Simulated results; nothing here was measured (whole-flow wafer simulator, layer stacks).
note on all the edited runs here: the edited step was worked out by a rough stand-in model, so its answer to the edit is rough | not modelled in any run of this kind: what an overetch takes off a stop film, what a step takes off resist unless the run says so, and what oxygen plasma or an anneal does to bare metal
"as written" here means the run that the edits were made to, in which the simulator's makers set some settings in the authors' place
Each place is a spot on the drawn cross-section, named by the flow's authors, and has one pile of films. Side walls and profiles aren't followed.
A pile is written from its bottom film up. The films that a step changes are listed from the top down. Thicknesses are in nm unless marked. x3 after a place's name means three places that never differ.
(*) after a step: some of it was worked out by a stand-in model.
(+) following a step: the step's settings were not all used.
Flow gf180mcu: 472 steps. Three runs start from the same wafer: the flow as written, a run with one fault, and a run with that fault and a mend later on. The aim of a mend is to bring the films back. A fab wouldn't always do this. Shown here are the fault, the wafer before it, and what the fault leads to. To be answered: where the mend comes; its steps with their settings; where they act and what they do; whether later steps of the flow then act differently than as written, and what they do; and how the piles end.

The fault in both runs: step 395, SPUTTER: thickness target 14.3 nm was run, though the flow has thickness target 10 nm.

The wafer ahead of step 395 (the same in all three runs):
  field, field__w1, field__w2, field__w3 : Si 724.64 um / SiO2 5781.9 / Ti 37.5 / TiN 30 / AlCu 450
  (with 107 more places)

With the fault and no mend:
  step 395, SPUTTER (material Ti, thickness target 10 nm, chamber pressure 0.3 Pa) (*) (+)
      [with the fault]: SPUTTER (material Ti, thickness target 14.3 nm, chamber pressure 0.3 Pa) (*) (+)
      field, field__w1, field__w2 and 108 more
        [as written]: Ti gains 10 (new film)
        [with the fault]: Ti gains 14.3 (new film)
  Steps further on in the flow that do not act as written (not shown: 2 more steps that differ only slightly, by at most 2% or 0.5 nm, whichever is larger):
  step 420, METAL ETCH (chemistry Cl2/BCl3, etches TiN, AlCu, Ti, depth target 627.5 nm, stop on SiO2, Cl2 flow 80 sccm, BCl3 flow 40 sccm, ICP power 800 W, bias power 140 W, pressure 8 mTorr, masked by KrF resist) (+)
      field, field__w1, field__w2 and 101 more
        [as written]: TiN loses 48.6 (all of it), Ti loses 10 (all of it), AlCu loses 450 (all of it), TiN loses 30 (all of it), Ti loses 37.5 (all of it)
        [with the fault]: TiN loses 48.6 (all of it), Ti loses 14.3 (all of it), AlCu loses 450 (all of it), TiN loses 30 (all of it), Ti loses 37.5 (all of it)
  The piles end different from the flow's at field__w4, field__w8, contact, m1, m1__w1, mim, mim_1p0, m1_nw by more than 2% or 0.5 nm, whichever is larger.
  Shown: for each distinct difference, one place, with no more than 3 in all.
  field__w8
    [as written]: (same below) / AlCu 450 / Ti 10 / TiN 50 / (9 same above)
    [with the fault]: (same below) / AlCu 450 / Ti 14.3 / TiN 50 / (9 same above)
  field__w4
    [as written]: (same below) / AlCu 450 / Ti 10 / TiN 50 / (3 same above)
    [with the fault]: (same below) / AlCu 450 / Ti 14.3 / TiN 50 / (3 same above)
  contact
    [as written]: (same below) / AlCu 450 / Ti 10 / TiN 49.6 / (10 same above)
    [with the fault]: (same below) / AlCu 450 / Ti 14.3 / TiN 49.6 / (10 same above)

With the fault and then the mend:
  The mend stands after step 395.
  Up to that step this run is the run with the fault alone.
  step 395a, METAL ETCH (chemistry Cl2/BCl3, etches TiN, AlCu, Ti, depth target 4.3 nm, Cl2 flow 80 sccm, BCl3 flow 40 sccm, ICP power 800 W, bias power 140 W, pressure 8 mTorr) (the flow's step 260, run once more with other settings)
      field, field__w1, field__w2 and 108 more
        Ti loses 4.3
  Later steps of the flow that are run all act as written at every place that is followed.
  The piles end the same as the flow's at every place that both follow.
